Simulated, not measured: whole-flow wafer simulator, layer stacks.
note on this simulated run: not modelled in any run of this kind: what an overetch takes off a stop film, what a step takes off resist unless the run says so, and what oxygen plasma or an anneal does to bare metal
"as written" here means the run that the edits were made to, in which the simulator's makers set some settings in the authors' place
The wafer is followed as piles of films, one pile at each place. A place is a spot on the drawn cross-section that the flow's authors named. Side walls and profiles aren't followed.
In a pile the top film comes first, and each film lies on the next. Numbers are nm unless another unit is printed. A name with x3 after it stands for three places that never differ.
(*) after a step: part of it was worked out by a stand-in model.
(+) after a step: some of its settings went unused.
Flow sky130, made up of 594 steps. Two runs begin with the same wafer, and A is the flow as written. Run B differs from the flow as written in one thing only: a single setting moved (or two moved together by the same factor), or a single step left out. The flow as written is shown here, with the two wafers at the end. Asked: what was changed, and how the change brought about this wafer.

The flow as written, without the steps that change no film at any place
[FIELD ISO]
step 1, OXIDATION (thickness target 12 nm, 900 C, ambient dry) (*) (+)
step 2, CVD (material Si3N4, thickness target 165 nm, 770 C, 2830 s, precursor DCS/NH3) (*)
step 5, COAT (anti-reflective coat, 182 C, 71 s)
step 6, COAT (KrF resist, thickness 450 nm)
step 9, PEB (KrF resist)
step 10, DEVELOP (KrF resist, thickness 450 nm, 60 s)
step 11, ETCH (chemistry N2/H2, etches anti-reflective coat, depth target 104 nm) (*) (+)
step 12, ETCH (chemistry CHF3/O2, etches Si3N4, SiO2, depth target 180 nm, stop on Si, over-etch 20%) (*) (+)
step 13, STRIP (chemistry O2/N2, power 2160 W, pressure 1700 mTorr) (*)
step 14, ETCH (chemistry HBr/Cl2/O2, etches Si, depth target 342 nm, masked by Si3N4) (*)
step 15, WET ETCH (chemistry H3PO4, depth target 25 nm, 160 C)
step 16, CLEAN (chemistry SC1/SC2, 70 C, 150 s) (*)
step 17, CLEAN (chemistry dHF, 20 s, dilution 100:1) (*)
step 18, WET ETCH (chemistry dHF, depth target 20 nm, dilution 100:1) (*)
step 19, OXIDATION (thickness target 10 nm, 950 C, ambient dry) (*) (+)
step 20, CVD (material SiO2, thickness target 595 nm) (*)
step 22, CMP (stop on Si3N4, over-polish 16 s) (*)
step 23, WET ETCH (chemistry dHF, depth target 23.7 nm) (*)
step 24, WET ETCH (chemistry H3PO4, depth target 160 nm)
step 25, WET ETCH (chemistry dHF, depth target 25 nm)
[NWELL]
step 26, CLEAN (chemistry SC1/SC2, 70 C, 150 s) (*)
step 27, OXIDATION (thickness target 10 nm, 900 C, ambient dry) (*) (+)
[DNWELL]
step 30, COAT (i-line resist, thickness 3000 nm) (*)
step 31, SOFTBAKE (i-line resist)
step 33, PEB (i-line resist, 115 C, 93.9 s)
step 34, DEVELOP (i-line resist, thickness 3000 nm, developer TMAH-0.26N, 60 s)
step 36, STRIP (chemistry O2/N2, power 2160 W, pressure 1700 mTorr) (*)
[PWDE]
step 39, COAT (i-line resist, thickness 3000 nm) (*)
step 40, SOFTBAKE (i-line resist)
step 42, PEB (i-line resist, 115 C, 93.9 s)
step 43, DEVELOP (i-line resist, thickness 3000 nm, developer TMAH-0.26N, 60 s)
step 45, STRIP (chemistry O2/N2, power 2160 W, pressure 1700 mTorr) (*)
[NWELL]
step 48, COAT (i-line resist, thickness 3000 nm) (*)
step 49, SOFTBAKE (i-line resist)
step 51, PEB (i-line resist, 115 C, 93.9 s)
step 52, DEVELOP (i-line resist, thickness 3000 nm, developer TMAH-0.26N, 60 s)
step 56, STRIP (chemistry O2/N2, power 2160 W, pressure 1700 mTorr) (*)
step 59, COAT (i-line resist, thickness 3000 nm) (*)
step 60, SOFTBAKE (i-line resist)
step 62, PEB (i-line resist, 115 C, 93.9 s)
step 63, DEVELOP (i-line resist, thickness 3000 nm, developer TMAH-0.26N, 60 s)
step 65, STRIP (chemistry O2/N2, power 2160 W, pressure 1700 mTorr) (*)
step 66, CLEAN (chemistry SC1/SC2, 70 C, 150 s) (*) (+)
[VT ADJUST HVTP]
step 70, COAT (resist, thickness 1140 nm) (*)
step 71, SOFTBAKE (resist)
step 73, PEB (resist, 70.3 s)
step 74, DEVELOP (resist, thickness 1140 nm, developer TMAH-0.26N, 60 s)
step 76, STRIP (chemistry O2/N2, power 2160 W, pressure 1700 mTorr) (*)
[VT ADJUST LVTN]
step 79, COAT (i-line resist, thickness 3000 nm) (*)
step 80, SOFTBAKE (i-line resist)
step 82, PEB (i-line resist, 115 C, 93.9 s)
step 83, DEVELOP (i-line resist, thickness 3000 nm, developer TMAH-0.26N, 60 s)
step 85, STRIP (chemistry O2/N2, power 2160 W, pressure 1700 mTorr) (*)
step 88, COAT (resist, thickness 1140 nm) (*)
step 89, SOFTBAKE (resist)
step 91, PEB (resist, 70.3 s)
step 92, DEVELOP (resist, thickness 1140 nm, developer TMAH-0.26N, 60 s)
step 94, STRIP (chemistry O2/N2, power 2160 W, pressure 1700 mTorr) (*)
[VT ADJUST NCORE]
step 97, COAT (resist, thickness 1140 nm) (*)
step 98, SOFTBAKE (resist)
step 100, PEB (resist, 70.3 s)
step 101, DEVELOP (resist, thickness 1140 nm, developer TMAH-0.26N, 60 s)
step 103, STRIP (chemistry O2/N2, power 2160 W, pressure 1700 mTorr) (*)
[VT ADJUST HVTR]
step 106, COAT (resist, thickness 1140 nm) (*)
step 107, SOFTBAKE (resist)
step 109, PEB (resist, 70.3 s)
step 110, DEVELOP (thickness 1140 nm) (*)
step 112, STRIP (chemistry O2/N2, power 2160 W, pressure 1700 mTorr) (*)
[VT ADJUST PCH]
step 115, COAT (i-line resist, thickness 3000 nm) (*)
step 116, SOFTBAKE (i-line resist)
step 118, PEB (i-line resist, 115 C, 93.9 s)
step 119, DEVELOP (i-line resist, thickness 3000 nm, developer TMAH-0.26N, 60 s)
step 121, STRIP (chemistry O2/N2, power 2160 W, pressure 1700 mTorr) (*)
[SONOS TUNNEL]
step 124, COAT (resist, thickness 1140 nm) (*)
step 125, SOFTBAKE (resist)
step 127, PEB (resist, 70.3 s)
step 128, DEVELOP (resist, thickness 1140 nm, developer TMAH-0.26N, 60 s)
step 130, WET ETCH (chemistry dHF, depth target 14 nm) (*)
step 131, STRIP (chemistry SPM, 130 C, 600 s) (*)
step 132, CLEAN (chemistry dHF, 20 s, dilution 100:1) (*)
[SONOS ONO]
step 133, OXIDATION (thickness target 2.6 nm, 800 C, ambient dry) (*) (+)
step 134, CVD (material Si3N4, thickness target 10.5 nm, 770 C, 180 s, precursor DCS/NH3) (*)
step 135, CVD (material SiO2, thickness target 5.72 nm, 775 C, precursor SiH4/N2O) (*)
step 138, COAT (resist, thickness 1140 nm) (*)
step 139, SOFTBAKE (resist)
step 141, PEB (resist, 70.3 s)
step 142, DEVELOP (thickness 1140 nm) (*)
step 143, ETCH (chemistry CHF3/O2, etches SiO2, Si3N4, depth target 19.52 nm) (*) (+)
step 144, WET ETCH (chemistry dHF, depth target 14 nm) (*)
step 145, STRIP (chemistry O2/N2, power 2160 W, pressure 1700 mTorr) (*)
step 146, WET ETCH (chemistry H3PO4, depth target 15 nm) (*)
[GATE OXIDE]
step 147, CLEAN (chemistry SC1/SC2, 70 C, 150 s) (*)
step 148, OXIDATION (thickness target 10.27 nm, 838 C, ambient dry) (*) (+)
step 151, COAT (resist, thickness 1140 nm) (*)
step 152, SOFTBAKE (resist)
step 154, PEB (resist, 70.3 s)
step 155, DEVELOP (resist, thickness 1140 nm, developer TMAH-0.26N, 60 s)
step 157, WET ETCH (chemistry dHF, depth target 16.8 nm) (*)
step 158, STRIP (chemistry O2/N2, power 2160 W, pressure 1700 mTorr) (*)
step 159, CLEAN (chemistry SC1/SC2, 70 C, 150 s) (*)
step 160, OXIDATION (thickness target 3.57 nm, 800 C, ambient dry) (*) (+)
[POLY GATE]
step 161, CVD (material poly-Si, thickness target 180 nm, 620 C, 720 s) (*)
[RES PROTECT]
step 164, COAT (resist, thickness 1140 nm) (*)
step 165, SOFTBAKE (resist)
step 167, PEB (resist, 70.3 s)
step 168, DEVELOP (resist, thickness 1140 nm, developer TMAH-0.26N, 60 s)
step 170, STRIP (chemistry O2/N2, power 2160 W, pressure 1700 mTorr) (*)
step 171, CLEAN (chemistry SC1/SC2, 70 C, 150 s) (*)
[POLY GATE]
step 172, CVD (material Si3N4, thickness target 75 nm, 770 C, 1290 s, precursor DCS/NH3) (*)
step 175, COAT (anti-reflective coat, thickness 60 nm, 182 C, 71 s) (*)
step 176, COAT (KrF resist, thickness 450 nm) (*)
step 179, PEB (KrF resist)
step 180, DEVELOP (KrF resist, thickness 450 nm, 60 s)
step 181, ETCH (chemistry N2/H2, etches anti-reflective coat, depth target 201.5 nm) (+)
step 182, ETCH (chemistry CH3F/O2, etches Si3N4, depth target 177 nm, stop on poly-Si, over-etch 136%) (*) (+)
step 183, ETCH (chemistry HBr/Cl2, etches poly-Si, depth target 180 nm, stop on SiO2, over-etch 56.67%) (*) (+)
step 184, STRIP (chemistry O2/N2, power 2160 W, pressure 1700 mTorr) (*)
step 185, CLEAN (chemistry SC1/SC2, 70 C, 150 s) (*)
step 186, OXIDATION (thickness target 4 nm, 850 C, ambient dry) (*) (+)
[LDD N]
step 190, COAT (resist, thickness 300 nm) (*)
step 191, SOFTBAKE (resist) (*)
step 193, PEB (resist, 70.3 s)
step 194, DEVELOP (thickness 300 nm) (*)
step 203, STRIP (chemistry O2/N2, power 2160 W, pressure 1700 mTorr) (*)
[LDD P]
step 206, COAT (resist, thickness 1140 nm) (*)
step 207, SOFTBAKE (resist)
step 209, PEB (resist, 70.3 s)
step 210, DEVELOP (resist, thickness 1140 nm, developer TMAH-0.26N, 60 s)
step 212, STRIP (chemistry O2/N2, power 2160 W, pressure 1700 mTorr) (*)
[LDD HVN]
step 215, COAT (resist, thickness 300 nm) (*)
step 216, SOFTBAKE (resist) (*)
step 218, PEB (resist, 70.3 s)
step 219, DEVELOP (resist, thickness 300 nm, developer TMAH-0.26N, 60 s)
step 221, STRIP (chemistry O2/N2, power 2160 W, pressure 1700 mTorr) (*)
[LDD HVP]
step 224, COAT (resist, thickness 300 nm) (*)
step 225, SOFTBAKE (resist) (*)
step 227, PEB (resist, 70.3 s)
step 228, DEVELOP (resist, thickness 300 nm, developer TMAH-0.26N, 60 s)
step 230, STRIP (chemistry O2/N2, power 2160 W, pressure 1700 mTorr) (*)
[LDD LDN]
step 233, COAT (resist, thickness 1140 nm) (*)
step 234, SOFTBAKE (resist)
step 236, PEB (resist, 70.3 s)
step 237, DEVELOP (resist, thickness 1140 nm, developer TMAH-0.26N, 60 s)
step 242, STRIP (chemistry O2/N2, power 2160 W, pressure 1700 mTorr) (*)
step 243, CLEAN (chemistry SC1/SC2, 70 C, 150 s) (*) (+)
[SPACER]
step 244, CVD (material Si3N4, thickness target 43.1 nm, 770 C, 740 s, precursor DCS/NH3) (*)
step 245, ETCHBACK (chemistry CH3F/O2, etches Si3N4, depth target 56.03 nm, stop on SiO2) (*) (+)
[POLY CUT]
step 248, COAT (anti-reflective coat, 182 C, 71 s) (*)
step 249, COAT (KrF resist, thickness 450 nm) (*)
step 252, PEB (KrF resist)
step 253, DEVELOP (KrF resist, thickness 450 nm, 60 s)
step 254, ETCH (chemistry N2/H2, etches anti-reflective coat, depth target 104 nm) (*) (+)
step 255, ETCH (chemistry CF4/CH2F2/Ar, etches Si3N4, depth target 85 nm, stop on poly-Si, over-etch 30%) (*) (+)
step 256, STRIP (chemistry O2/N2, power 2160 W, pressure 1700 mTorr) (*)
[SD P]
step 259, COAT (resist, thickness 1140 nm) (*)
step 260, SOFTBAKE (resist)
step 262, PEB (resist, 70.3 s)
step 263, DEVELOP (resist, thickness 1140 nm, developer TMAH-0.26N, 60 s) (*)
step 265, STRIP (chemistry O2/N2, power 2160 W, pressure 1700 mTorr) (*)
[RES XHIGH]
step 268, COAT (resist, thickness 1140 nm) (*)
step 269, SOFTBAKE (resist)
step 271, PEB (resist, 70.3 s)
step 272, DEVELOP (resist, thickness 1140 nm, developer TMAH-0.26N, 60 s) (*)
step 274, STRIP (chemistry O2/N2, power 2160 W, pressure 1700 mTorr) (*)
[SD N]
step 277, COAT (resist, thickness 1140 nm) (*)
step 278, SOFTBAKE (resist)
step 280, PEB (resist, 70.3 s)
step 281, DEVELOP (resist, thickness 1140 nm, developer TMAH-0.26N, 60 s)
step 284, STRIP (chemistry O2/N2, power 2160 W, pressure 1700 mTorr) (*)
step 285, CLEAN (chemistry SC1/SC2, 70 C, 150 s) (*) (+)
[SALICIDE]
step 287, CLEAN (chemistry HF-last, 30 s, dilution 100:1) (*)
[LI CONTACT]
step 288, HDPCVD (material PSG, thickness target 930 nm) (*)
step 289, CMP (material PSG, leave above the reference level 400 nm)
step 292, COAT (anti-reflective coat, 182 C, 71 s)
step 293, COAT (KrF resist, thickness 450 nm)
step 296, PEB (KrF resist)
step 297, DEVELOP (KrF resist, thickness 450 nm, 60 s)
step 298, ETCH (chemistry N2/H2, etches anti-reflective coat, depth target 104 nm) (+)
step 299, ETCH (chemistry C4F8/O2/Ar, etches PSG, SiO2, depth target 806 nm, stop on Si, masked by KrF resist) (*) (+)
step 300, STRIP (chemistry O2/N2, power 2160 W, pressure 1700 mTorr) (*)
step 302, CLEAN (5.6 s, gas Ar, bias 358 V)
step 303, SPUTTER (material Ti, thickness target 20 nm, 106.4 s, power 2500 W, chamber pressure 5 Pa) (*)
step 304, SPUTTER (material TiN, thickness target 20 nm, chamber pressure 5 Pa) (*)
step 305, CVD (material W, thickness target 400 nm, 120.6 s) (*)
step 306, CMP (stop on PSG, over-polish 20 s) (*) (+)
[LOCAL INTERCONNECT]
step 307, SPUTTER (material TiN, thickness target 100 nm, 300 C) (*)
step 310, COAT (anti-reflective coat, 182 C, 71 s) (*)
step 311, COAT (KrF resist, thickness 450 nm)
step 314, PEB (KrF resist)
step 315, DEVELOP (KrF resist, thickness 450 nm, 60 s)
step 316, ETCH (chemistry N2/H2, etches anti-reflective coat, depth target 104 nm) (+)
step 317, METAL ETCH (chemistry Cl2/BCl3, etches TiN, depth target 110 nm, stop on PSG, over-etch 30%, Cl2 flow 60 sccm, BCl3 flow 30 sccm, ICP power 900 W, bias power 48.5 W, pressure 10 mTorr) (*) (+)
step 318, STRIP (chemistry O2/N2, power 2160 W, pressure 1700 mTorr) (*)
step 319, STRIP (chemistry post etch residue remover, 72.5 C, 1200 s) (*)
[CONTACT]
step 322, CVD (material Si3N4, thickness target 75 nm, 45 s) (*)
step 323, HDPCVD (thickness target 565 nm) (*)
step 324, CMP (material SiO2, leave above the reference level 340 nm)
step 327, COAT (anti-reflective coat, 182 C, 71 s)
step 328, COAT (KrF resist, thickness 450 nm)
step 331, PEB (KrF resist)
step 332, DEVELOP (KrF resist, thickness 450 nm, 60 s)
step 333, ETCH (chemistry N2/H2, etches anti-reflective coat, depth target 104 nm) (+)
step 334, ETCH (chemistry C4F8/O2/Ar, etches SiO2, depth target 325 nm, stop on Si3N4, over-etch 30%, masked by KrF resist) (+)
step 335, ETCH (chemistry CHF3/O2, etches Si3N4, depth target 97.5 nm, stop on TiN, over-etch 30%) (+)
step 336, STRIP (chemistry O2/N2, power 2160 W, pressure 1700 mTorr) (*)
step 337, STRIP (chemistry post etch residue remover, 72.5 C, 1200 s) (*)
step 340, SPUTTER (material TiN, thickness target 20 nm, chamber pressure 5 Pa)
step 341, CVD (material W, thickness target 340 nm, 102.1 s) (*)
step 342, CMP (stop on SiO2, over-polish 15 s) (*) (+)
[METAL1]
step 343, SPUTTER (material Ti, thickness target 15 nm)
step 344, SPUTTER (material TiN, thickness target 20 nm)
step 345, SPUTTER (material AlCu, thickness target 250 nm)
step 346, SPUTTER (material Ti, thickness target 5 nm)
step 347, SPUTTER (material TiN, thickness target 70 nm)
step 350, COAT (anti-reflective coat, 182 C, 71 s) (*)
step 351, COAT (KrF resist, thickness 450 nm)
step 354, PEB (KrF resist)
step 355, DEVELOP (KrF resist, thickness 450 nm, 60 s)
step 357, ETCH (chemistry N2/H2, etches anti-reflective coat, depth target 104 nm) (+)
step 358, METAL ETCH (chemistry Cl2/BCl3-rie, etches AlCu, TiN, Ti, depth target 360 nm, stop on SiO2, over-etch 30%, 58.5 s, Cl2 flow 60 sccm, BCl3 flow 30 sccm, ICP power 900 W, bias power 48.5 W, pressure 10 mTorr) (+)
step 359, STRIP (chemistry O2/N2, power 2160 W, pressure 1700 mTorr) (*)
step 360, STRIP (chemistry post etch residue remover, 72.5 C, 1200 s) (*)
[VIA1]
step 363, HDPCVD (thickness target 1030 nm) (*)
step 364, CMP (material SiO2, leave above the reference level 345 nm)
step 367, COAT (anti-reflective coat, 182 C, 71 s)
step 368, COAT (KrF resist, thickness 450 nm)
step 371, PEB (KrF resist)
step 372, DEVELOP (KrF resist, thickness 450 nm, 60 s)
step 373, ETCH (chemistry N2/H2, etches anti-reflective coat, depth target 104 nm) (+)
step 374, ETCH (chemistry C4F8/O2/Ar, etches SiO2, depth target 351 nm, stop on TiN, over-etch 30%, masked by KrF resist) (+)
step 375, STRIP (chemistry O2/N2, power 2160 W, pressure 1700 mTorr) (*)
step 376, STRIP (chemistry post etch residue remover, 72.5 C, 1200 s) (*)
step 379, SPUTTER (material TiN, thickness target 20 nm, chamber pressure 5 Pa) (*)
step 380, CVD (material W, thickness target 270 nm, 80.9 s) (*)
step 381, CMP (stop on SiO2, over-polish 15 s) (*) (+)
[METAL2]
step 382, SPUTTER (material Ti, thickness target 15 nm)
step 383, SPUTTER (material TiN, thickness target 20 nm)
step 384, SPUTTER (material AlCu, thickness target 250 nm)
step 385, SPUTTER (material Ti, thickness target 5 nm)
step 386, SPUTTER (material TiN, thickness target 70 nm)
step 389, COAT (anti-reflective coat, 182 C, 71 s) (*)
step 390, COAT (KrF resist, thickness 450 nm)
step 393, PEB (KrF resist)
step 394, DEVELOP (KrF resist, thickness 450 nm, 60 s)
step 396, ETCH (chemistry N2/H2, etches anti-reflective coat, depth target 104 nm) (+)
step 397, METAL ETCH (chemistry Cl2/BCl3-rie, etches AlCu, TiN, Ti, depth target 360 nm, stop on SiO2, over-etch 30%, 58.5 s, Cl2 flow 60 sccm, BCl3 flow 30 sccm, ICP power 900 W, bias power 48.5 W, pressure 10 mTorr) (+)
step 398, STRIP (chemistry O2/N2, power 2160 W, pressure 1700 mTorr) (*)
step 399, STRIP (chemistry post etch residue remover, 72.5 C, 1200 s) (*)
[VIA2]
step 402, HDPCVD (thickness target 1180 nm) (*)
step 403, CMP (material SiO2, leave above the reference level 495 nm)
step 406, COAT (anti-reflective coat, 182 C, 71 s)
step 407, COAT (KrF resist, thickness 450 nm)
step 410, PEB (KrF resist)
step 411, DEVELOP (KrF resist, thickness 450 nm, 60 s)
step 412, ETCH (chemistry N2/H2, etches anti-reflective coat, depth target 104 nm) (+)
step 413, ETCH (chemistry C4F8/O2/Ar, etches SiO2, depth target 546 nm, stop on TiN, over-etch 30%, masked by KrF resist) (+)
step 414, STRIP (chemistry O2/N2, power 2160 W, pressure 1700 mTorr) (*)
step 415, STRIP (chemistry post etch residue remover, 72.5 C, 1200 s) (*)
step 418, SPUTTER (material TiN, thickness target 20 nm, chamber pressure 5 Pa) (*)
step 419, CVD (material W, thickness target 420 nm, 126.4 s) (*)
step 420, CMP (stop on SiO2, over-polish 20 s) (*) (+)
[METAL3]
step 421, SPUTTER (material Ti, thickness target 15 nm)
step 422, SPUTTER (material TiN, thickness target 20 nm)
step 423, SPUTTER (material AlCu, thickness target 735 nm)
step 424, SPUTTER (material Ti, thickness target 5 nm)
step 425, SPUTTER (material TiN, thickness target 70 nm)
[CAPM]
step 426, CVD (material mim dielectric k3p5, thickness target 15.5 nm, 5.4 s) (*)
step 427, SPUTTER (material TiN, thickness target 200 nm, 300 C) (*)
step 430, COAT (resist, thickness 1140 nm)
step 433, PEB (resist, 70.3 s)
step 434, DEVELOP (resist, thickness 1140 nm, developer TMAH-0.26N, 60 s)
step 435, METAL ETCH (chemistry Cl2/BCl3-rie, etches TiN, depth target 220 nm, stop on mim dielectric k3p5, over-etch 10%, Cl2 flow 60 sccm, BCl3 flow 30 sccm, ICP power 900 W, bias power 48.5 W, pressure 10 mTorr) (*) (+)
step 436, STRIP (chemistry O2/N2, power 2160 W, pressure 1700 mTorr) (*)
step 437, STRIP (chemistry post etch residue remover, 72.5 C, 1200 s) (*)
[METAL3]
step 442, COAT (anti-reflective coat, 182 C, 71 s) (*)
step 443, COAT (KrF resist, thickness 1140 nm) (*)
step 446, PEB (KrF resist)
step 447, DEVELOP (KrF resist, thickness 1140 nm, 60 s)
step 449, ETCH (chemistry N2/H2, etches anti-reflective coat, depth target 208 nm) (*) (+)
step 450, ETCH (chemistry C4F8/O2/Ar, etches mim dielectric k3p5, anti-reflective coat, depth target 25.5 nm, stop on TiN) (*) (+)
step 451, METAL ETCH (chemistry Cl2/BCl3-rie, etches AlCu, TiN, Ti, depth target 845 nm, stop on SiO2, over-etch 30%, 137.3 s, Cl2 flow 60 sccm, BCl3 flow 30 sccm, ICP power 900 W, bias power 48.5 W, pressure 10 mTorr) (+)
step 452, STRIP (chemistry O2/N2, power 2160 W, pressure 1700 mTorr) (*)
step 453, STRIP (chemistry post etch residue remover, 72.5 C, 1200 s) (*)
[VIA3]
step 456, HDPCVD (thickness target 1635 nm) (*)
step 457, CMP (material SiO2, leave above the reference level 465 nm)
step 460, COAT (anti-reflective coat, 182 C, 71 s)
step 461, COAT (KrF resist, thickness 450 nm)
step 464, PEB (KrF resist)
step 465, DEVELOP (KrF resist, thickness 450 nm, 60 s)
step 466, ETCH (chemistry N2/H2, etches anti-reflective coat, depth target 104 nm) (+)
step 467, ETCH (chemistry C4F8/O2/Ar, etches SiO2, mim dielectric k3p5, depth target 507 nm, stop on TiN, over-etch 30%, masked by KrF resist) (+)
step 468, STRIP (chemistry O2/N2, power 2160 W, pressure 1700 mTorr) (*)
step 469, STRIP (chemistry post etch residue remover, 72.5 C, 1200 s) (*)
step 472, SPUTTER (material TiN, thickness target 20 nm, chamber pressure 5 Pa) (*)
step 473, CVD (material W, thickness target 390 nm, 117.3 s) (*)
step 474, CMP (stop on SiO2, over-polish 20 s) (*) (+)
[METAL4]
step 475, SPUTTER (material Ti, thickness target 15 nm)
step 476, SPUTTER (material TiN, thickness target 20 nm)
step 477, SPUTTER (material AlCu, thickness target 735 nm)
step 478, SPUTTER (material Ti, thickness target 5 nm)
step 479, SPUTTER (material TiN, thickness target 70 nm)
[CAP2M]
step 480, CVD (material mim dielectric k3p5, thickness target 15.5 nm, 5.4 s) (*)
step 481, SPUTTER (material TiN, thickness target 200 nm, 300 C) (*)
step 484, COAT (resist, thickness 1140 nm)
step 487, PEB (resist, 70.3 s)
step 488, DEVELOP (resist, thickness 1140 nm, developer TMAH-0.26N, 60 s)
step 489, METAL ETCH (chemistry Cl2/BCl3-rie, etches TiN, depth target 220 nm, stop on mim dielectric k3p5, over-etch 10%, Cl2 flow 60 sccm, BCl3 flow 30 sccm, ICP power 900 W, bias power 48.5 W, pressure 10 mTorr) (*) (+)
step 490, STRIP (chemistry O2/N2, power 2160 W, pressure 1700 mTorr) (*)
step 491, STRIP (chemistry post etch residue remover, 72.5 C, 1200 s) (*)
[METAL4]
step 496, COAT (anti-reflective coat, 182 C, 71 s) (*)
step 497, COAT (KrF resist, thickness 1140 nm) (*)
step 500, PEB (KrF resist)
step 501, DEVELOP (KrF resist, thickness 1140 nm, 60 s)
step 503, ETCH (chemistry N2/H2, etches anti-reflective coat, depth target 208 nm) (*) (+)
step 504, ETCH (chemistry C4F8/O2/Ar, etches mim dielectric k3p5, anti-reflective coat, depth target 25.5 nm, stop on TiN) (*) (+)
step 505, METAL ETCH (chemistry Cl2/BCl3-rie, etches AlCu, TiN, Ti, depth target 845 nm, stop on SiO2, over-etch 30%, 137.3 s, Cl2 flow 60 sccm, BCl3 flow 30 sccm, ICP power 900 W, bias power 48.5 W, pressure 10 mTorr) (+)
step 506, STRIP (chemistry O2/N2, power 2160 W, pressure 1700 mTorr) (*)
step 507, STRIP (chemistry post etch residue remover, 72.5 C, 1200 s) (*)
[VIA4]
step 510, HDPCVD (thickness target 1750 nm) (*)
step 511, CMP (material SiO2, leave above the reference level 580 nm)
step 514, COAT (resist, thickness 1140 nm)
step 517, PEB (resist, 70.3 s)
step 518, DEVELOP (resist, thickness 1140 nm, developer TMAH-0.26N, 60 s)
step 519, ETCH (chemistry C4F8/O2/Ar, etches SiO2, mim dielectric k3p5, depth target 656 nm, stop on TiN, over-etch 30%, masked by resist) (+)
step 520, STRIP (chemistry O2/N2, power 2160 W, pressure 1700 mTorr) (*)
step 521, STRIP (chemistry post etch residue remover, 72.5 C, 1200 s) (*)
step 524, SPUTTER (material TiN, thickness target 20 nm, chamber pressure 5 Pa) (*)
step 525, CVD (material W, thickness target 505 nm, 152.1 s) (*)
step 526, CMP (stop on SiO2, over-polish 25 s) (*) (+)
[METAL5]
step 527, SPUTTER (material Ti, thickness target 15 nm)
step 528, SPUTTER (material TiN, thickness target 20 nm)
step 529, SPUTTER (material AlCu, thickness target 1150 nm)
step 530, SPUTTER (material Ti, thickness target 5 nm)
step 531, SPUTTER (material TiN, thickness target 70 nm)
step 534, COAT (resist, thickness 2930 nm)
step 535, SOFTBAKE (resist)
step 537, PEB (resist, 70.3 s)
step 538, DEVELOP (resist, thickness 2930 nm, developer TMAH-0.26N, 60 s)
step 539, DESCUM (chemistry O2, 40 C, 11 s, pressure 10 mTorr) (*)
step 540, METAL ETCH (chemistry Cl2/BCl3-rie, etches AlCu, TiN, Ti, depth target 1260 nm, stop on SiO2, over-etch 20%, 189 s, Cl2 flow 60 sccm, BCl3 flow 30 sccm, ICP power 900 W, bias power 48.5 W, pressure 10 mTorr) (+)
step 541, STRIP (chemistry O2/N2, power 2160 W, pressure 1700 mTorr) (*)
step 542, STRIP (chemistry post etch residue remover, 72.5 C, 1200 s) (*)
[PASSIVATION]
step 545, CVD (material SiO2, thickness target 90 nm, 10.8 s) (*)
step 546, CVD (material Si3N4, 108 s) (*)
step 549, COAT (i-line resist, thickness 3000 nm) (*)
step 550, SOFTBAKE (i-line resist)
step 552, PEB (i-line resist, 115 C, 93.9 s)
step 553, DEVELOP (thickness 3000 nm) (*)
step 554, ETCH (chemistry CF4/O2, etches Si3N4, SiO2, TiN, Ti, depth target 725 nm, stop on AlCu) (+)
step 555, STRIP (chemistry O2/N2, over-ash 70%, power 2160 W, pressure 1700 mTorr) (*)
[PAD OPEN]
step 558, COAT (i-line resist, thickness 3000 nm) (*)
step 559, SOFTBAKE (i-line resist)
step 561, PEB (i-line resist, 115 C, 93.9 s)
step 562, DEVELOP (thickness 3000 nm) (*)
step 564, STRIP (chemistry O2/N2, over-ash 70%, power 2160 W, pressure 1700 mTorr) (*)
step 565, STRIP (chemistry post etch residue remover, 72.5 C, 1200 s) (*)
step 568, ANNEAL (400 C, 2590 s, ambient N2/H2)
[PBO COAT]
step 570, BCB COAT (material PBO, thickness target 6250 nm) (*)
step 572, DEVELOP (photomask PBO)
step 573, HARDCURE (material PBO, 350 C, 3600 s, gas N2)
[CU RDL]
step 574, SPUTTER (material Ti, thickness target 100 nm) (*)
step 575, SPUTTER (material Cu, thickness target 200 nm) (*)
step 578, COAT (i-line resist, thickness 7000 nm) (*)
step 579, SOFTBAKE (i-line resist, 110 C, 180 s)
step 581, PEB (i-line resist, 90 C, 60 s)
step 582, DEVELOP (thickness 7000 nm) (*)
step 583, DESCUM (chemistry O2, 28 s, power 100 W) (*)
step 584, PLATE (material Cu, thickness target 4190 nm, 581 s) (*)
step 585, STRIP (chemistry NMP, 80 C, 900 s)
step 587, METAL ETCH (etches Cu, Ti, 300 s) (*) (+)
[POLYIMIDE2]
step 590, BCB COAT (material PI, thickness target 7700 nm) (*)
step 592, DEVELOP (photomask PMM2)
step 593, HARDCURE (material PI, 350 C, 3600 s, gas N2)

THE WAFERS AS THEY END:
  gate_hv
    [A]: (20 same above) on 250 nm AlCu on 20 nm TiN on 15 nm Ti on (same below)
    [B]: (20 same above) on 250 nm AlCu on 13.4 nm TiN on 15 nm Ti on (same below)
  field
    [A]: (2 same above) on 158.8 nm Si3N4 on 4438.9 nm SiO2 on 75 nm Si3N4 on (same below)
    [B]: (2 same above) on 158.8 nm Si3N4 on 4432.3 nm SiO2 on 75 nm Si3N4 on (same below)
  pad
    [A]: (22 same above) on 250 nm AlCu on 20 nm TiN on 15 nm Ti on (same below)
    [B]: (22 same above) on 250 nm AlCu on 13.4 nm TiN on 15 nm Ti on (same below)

Cause: step 383, SPUTTER: thickness target 13.4 nm was run, though the flow has thickness target 20 nm.
One can read it off the wafer: gate_hv has TiN 13.4, and step 383 as written asks for 20 nm.

The path from the change to this, step by step:
  step 383, SPUTTER (material TiN, thickness target 20 nm)
      field, active, n_well and 188 more: A +20 TiN (new film) | B +13.4 TiN (new film)
  step 397, METAL ETCH (chemistry Cl2/BCl3-rie, etches AlCu, TiN, Ti, depth target 360 nm, stop on SiO2, over-etch 30%, 58.5 s, Cl2 flow 60 sccm, BCl3 flow 30 sccm, ICP power 900 W, bias power 48.5 W, pressure 10 mTorr) (+)
      field, active, gate and 82 more: A -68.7 TiN (all of it), -5 Ti (all of it), -250 AlCu (all of it), -20 TiN (all of it), -15 Ti (all of it), -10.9 SiO2 | B -68.7 TiN (all of it), -5 Ti (all of it), -250 AlCu (all of it), -13.4 TiN (all of it), -15 Ti (all of it), -11.6 SiO2
